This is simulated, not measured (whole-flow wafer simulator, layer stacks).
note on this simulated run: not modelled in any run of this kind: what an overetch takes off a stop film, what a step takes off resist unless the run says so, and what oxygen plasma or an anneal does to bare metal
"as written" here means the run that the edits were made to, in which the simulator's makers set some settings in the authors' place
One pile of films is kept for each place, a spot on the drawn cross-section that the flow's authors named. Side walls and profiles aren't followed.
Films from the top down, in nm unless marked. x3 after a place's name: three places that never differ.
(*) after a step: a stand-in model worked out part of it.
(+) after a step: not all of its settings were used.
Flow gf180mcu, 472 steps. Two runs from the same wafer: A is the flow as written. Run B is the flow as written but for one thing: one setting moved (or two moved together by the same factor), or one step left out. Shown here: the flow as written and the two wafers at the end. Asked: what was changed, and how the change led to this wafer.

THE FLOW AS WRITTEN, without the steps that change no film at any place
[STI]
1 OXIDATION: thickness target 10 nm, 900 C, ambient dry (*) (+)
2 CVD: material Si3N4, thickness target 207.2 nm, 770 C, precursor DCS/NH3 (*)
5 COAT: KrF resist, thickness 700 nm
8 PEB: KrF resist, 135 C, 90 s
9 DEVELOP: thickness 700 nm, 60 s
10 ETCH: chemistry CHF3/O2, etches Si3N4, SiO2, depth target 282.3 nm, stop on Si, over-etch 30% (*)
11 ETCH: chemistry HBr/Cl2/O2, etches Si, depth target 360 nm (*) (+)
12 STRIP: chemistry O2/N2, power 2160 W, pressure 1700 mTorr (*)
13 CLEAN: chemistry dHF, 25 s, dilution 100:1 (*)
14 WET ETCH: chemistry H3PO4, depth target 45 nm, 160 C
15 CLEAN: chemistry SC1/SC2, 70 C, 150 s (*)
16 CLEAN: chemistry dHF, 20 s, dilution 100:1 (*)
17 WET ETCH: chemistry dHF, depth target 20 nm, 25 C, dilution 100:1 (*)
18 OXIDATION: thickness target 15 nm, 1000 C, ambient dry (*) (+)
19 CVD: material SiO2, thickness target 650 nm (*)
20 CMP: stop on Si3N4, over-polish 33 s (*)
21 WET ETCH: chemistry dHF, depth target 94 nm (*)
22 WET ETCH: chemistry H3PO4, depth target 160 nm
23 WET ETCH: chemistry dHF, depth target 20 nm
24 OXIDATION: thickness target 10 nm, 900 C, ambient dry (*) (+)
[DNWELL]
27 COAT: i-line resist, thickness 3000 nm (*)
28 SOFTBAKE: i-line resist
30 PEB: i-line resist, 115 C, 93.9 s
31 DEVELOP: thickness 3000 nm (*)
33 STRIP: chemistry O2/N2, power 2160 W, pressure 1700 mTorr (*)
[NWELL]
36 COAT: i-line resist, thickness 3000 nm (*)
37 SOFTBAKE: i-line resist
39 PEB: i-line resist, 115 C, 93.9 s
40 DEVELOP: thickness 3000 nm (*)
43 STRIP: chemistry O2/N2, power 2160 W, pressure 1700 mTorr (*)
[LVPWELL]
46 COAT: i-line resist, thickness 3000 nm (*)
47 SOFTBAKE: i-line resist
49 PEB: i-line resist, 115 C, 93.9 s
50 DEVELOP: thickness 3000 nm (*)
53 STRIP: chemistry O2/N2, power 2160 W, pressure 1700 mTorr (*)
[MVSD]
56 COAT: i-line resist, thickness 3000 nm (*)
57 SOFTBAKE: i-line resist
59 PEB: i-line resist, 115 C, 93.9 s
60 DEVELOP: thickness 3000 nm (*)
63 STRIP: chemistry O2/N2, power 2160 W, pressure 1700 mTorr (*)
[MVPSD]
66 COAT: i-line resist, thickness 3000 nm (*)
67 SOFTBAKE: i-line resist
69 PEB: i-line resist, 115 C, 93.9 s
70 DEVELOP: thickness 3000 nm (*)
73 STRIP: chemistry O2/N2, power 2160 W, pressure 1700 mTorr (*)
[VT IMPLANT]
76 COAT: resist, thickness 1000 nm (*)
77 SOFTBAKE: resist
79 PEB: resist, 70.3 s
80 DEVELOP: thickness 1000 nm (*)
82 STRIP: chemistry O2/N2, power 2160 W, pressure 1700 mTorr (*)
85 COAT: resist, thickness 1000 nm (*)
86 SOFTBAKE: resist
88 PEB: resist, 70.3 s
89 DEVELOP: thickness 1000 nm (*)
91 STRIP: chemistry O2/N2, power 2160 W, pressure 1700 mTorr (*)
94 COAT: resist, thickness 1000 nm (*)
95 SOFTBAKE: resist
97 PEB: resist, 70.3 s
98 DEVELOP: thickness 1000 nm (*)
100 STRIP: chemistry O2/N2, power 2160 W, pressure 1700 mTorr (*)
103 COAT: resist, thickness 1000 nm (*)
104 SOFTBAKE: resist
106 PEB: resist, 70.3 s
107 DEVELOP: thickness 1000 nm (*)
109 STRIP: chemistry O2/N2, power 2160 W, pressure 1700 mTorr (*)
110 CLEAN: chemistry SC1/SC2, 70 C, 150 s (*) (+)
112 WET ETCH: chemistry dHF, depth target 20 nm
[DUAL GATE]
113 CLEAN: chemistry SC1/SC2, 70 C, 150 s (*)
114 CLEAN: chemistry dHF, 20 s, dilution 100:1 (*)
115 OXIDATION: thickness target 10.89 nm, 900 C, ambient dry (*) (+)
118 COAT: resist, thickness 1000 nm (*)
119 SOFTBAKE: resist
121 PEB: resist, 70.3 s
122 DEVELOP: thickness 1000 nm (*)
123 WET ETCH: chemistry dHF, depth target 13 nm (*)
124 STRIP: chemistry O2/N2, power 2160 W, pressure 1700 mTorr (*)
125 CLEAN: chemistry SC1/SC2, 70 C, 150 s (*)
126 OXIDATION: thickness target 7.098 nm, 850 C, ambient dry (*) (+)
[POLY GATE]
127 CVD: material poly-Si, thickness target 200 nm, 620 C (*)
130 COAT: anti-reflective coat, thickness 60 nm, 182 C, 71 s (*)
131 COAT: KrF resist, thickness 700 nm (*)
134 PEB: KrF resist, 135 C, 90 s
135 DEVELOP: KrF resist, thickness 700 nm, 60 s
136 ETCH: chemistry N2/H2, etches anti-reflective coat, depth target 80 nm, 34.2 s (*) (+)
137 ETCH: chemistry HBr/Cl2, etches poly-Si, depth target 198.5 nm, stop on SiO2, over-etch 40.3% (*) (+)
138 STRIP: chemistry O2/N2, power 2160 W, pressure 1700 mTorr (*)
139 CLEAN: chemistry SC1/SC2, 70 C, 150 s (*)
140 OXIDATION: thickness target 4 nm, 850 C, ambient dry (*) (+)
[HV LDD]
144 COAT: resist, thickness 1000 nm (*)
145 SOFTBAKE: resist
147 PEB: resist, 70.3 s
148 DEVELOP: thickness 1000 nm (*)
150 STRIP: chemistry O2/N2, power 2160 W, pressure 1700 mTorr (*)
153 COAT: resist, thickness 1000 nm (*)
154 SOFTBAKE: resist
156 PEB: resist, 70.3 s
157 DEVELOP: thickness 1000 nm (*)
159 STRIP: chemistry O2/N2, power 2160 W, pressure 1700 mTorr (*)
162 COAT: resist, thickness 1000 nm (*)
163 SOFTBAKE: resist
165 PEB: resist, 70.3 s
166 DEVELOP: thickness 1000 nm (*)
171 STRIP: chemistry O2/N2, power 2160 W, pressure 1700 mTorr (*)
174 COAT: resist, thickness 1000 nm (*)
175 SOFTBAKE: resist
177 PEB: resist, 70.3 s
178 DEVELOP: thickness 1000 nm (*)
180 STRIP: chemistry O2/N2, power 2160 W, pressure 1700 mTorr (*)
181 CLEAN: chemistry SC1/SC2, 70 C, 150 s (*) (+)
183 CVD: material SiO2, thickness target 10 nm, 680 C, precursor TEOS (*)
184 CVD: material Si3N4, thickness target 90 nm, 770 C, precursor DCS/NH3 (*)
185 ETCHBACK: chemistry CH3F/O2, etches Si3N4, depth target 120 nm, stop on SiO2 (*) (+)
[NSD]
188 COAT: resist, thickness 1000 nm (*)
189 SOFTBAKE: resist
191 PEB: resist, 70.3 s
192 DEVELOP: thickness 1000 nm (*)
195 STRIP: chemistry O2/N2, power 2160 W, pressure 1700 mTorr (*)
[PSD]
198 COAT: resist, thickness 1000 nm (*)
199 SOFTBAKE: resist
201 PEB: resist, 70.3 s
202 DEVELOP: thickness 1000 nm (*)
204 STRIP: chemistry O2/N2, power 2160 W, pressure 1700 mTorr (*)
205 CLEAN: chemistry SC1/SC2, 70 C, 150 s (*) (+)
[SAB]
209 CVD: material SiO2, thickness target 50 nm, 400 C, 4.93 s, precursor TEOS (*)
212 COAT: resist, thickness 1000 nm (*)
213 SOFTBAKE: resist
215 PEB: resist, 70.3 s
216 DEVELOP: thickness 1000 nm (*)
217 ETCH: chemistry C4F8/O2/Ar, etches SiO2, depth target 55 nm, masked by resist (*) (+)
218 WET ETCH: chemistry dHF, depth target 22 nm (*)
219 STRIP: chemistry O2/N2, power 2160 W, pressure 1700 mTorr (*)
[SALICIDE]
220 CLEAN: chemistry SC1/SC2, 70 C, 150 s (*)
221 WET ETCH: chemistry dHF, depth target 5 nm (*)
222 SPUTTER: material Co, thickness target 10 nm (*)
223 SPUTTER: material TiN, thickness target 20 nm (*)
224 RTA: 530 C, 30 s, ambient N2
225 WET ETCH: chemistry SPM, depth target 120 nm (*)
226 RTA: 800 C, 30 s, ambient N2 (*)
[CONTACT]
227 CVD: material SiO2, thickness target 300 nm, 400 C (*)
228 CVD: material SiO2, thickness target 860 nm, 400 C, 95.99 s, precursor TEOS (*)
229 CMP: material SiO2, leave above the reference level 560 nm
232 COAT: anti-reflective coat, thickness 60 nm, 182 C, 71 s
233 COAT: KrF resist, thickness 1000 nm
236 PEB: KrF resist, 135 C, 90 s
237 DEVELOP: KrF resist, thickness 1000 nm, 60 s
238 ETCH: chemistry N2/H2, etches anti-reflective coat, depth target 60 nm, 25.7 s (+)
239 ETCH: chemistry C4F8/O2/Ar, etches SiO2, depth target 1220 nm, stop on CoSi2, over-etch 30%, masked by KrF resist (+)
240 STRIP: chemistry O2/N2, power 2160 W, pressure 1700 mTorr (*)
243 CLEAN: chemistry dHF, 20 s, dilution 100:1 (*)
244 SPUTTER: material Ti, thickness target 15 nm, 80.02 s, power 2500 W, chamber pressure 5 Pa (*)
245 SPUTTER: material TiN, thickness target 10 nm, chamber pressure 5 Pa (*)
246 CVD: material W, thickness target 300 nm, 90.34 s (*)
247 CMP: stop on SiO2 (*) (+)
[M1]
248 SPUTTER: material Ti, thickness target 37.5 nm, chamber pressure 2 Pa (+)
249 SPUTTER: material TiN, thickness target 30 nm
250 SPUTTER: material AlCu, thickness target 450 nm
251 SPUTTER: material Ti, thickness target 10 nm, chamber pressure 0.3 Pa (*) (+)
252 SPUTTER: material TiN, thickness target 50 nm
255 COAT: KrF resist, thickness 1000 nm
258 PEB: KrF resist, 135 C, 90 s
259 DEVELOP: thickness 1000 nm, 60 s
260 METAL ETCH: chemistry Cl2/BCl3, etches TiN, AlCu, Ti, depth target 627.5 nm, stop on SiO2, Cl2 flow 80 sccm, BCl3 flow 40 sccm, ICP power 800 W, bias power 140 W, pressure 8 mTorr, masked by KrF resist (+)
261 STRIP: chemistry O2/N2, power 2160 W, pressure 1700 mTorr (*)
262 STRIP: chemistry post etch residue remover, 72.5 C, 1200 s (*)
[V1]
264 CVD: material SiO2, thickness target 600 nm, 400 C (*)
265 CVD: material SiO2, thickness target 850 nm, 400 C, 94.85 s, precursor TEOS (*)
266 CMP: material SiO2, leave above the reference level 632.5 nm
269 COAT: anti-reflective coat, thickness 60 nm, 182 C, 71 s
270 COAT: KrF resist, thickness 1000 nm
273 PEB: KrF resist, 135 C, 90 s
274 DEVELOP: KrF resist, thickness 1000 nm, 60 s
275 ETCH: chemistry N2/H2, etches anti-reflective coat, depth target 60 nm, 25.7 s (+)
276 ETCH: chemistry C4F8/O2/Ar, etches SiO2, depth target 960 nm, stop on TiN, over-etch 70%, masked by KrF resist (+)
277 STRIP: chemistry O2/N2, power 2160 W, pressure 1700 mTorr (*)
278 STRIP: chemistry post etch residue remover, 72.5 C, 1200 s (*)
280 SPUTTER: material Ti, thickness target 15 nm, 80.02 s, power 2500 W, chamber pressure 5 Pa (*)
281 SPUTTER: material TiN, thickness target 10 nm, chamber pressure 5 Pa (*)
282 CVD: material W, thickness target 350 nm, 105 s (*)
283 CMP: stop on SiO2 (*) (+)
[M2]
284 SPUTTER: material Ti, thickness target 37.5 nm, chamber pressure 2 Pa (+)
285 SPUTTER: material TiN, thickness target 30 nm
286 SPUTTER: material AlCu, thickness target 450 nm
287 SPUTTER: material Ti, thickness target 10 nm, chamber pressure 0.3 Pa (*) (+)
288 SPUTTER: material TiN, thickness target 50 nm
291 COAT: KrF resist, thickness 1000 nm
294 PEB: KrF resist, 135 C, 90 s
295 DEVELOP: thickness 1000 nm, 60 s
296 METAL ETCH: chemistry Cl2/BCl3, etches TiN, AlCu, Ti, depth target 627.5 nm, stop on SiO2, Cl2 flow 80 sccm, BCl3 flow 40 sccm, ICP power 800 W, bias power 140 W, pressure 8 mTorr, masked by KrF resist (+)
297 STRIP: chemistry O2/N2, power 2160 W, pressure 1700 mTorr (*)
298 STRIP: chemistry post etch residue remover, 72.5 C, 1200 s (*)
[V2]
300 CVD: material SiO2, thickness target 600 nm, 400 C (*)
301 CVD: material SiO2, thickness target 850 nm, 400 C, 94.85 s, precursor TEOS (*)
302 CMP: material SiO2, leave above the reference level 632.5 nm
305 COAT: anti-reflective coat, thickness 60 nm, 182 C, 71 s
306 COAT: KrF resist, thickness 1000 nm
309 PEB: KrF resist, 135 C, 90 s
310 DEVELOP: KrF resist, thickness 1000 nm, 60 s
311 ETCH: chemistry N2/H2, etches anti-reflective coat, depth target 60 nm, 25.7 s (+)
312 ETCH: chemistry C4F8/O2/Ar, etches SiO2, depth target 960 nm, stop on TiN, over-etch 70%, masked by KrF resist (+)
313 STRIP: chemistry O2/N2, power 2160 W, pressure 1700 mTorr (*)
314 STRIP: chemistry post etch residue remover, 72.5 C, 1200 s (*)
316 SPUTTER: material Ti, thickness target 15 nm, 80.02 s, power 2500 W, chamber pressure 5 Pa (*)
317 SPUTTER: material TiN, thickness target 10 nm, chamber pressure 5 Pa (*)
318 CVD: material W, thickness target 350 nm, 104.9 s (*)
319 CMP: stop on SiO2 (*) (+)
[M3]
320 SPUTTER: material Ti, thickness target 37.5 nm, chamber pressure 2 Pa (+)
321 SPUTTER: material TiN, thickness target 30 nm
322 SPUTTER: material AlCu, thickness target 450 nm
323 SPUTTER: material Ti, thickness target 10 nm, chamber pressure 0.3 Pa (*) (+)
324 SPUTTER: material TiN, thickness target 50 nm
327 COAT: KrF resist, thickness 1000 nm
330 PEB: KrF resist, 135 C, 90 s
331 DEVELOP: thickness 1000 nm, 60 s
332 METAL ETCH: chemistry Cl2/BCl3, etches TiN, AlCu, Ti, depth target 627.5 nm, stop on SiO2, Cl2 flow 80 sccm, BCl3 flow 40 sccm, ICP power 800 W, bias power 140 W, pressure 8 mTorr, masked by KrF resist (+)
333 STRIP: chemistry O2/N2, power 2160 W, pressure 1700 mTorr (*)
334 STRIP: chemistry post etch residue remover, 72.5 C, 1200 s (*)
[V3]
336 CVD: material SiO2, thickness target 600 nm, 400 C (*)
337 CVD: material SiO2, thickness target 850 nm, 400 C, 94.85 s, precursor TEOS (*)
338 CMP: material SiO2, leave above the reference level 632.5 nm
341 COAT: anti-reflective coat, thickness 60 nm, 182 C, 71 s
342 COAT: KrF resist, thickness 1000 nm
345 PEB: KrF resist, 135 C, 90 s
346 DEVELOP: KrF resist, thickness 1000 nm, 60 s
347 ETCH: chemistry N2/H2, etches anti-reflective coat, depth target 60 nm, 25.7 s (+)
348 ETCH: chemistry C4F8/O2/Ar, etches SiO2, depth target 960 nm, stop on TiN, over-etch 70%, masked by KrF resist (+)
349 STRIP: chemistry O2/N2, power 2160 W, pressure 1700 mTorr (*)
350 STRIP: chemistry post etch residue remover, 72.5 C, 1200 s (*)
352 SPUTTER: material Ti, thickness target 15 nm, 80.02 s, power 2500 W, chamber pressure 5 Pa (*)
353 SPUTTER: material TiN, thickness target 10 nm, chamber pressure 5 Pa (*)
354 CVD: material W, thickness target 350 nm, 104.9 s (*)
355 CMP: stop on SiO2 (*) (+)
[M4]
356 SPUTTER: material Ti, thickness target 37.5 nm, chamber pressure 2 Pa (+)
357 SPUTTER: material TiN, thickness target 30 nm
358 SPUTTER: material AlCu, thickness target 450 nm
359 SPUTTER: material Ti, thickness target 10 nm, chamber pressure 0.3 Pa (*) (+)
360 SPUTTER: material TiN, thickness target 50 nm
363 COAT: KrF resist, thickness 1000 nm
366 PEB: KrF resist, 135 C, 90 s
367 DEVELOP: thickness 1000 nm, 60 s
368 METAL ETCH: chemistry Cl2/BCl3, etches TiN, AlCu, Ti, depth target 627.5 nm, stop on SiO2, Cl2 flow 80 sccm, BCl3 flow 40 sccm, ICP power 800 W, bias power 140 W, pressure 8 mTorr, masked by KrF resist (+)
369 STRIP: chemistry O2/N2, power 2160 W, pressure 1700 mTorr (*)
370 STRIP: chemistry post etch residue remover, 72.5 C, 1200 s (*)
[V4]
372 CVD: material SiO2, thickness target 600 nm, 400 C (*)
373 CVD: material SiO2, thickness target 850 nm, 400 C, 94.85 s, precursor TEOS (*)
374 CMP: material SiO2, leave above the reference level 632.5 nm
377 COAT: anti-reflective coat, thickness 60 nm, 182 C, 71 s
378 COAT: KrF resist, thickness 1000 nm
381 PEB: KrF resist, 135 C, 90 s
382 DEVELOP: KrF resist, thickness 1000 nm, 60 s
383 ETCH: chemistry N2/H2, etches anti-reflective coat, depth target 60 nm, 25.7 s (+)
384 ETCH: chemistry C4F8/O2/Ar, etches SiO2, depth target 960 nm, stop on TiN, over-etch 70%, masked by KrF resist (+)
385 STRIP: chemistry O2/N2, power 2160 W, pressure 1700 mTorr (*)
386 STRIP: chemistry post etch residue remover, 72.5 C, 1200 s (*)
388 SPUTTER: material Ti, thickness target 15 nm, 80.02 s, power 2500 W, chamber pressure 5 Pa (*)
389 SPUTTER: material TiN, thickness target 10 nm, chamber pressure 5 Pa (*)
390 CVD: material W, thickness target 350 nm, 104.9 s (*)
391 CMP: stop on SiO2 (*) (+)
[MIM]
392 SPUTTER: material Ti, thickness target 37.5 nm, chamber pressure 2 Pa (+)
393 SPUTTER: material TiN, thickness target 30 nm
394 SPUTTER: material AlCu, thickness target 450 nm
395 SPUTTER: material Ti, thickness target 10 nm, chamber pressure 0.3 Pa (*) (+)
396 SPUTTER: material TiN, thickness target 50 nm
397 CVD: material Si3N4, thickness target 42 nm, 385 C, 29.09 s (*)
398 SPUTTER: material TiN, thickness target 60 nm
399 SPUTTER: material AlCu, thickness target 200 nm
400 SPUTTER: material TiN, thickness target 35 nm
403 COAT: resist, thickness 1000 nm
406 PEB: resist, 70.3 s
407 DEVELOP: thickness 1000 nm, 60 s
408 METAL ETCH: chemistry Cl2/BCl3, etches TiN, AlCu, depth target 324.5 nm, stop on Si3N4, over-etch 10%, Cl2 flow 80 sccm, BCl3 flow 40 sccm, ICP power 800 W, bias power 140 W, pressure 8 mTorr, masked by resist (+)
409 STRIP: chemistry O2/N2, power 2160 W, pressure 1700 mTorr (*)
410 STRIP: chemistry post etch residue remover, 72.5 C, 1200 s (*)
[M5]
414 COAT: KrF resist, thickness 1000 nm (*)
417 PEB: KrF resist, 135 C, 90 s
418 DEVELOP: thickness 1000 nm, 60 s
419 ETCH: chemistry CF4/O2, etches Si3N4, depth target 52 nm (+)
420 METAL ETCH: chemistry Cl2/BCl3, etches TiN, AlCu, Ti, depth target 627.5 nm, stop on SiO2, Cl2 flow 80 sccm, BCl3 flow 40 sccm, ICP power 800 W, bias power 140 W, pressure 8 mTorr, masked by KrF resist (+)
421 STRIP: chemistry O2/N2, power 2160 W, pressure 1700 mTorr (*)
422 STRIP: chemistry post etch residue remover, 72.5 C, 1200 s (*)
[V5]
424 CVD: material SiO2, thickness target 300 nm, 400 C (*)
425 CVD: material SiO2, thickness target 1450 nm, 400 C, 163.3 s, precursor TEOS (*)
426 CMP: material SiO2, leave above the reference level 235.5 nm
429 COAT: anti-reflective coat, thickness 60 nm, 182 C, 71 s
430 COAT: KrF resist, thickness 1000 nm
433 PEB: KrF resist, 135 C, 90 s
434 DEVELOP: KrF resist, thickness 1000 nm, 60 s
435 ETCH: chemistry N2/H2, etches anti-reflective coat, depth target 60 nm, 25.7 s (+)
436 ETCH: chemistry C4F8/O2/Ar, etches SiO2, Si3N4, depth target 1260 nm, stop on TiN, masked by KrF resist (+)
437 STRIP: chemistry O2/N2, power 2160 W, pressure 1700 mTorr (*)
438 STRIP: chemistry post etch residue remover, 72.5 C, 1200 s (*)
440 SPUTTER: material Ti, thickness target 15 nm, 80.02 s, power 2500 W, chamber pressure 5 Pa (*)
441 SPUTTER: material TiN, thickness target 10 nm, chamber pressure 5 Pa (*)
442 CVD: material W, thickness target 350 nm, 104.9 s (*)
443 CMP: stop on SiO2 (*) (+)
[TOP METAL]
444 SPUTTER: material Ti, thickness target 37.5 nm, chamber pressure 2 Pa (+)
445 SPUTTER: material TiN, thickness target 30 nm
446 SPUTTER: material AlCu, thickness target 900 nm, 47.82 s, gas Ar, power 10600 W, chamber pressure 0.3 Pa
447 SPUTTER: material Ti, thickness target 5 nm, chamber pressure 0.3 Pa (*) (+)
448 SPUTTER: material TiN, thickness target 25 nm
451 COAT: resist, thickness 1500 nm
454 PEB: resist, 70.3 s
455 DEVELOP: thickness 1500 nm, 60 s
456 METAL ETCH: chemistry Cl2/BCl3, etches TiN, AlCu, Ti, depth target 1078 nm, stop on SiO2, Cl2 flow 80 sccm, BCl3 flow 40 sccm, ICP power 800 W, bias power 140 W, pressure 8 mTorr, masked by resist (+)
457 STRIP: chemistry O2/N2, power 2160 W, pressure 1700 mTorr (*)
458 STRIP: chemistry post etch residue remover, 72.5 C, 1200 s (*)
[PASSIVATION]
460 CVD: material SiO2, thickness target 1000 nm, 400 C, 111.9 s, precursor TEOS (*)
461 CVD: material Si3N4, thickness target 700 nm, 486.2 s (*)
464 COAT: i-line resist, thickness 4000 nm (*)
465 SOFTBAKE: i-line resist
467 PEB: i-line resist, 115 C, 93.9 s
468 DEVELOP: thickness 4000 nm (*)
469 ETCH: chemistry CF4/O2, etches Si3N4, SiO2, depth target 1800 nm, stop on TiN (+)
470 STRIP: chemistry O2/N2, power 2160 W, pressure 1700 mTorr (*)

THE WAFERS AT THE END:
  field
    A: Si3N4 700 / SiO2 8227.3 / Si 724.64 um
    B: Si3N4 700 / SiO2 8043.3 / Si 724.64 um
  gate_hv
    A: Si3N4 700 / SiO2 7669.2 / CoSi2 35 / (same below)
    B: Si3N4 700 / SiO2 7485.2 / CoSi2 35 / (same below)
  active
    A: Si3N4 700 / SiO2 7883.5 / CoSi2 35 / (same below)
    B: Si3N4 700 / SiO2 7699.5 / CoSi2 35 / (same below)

The cause: step 286, SPUTTER: thickness target 266 nm was run, where the flow has thickness target 450 nm.

How the change led to this, step by step:
  286 SPUTTER: material AlCu, thickness target 450 nm
      field, field__w1, field__w2 and 108 more: A AlCu +450 (new film) | B AlCu +266 (new film)
  296 METAL ETCH: chemistry Cl2/BCl3, etches TiN, AlCu, Ti, depth target 627.5 nm, stop on SiO2, Cl2 flow 80 sccm, BCl3 flow 40 sccm, ICP power 800 W, bias power 140 W, pressure 8 mTorr, masked by KrF resist (+)
      field, field__w1, field__w2 and 103 more: A TiN -50 (all of it), Ti -10 (all of it), AlCu -450 (all of it), TiN -30 (all of it), Ti -37.5 (all of it) | B TiN -50 (all of it), Ti -10 (all of it), AlCu -266 (all of it), TiN -30 (all of it), Ti -37.5 (all of it)
      field__w8, contact, m1, m1__w1, m1_nw: A KrF resist -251 | B KrF resist -236.1
  297 STRIP: chemistry O2/N2, power 2160 W, pressure 1700 mTorr (*)
      field__w8, contact, m1, m1__w1, m1_nw: A KrF resist -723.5 (all of it) | B KrF resist -738.4 (all of it)
  302 CMP: material SiO2, leave above the reference level 632.5 nm
      field, field__w1, field__w2 and 103 more: A SiO2 -300 | B SiO2 -484
